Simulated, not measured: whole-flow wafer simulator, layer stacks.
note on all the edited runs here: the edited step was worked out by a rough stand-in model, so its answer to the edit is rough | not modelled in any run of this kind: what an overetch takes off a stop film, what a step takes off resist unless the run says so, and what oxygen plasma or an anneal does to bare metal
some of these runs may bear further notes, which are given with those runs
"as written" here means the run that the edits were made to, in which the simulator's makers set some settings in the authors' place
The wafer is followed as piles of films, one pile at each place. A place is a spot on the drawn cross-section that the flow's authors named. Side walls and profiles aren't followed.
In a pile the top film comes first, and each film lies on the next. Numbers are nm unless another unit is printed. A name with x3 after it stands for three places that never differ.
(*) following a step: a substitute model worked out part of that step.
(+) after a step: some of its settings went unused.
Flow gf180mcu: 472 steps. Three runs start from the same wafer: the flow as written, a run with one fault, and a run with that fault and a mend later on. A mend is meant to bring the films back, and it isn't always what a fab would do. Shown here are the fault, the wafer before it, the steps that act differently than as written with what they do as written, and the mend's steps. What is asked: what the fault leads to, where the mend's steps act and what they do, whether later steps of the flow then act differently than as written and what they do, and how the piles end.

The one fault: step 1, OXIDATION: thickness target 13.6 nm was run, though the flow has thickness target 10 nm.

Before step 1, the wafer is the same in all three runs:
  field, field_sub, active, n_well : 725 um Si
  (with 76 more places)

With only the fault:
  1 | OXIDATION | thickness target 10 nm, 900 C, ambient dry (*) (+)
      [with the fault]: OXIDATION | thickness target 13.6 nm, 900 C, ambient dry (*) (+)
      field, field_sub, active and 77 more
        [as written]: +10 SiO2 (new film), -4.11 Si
        [with the fault]: +13.6 SiO2 (new film), -5.7 Si
  Later steps of the flow acting differently than as written (not shown: 99 more steps that differ only slightly, by at most 2% or 0.5 nm, whichever is larger):
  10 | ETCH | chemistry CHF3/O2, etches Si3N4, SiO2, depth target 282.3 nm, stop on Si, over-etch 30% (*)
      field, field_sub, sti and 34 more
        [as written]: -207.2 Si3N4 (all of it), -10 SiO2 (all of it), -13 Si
        [with the fault]: -207.2 Si3N4 (all of it), -13.6 SiO2 (all of it), -12.3 Si
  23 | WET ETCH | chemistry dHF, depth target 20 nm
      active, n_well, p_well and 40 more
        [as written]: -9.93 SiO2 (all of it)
        [with the fault]: -13.5 SiO2 (all of it)
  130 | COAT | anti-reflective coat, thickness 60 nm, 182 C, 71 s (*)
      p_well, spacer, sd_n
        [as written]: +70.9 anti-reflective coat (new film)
        [with the fault]: +74.3 anti-reflective coat (new film)
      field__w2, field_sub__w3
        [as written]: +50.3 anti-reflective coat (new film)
        [with the fault]: +49.1 anti-reflective coat (new film)
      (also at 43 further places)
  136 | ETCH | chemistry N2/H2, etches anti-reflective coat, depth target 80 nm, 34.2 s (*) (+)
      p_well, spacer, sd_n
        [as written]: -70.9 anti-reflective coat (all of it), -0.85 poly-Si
        [with the fault]: -74.3 anti-reflective coat (all of it), -0.76 poly-Si
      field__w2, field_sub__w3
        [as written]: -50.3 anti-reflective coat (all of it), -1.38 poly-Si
        [with the fault]: -49.1 anti-reflective coat (all of it), -1.41 poly-Si
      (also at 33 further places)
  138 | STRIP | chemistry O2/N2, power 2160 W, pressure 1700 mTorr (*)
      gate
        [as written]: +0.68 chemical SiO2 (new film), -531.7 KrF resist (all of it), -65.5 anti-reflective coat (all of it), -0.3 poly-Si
        [with the fault]: +0.68 chemical SiO2 (new film), -531.8 KrF resist (all of it), -67.1 anti-reflective coat (all of it), -0.3 poly-Si
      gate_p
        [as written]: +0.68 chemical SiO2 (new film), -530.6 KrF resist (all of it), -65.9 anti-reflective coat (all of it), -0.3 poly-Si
        [with the fault]: +0.68 chemical SiO2 (new film), -530.7 KrF resist (all of it), -67.7 anti-reflective coat (all of it), -0.3 poly-Si
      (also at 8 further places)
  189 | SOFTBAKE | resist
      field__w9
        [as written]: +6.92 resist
        [with the fault]: -3.09 resist
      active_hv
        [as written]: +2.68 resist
        [with the fault]: -0.46 resist
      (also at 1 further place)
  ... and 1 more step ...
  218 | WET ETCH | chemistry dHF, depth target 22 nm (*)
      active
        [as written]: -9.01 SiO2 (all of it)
        [with the fault]: -8.43 SiO2 (all of it)
  When the end is reached, the piles differ only a little from the flow's at the places that both follow, at most by 2% or 0.5 nm, whichever is larger.

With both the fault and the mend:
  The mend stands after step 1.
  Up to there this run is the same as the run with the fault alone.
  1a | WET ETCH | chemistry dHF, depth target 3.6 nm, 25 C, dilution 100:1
      field, field_sub, active and 77 more
        -3.6 SiO2
  Later steps of the flow that are run all act as written at every place that is followed.
  When the end is reached, the piles differ only a little from the flow's at the places that both follow, at most by 2% or 0.5 nm, whichever is larger.
